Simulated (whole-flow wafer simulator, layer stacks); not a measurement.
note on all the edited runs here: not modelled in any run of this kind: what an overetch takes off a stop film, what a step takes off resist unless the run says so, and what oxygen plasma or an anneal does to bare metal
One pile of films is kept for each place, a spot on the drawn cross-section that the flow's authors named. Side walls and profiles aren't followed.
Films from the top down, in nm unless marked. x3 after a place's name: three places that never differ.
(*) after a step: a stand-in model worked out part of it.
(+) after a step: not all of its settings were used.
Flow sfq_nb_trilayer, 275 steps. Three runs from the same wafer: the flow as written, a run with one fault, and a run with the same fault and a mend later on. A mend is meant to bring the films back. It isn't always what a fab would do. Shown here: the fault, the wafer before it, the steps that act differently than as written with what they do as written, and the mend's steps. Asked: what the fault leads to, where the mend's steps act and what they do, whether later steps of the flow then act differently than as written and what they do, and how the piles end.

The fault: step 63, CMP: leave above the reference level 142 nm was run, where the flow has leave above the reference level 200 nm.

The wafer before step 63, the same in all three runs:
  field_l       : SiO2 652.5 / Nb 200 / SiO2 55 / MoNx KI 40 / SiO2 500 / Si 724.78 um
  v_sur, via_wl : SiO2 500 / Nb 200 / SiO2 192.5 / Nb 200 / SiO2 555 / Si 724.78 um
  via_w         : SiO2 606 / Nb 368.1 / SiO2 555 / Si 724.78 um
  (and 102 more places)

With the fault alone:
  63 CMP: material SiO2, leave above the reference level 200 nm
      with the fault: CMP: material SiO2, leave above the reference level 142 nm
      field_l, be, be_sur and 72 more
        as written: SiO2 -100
        with the fault: SiO2 -158
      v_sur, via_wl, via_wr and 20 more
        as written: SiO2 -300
        with the fault: SiO2 -358
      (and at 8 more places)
  Later steps of the flow that act differently than as written (4 more steps differ only slightly, by at most 2% or 0.5 nm, whichever is larger, and aren't shown):
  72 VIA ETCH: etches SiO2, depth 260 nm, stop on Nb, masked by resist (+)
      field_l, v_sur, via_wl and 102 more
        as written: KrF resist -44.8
        with the fault: KrF resist -36.7
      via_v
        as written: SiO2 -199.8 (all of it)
        with the fault: SiO2 -141.8 (all of it)
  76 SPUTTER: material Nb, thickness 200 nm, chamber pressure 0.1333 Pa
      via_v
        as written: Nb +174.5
        with the fault: Nb +186.3
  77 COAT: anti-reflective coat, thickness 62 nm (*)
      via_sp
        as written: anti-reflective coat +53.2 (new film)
        with the fault: anti-reflective coat +54.3 (new film)
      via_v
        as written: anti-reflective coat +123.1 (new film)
        with the fault: anti-reflective coat +109.7 (new film)
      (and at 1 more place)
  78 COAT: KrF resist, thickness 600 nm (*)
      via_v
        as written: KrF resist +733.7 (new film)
        with the fault: KrF resist +686.6 (new film)
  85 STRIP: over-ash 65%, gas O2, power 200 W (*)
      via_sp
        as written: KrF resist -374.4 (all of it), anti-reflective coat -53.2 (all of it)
        with the fault: KrF resist -378.3 (all of it), anti-reflective coat -54.3 (all of it)
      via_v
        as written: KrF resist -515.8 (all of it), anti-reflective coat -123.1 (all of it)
        with the fault: KrF resist -468.7 (all of it), anti-reflective coat -109.7 (all of it)
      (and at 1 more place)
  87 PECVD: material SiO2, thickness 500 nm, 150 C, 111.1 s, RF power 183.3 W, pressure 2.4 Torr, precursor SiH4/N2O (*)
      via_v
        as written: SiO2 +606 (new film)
        with the fault: SiO2 +511.7 (new film)
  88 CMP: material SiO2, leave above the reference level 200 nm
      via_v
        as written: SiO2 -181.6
        with the fault: SiO2 -157.1
  At the end the piles differ from the flow's by more than 2% or 0.5 nm, whichever is larger, at v_sur, via_wl, via_w and 86 more.
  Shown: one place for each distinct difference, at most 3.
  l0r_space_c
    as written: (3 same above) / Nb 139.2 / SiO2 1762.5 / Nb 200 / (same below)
    with the fault: (3 same above) / Nb 139.2 / SiO2 1704.5 / Nb 200 / (same below)
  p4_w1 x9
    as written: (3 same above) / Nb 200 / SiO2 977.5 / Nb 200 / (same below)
    with the fault: (3 same above) / Nb 200 / SiO2 919.5 / Nb 200 / (same below)
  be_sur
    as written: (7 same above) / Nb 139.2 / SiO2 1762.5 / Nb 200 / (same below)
    with the fault: (7 same above) / Nb 139.2 / SiO2 1704.5 / Nb 200 / (same below)

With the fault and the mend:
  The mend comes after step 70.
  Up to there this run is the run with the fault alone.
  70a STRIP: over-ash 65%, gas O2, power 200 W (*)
      field_l, v_sur, via_wl and 102 more
        KrF resist -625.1 (all of it), anti-reflective coat -62 (all of it)
      via_v
        anti-reflective coat -62 (all of it)
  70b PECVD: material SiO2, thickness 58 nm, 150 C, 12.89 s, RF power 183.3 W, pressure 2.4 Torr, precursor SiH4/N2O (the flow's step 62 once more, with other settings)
      field_l, v_sur, via_wl and 103 more
        SiO2 +58
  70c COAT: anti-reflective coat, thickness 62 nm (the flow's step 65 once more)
      field_l, v_sur, via_wl and 103 more
        anti-reflective coat +62 (new film)
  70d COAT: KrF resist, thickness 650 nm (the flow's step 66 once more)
      field_l, v_sur, via_wl and 103 more
        KrF resist +650 (new film)
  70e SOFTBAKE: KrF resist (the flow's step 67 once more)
      changes no film at any place that is followed
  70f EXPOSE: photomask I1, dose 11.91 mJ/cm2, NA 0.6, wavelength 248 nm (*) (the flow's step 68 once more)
      changes no film at any place that is followed
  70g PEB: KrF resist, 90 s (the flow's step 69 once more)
      field_l, v_sur, via_wl and 103 more
        KrF resist -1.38
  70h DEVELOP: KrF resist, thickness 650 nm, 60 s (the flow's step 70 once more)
      field_l, v_sur, via_wl and 102 more
        KrF resist -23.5
      via_v
        KrF resist -648.6 (all of it)
  No later step of the flow acts differently than as written, at any place that is followed, by more than 2% or 0.5 nm, whichever is larger.
  At the end the piles differ from the flow's only slightly at the places that both follow, by at most 2% or 0.5 nm, whichever is larger.
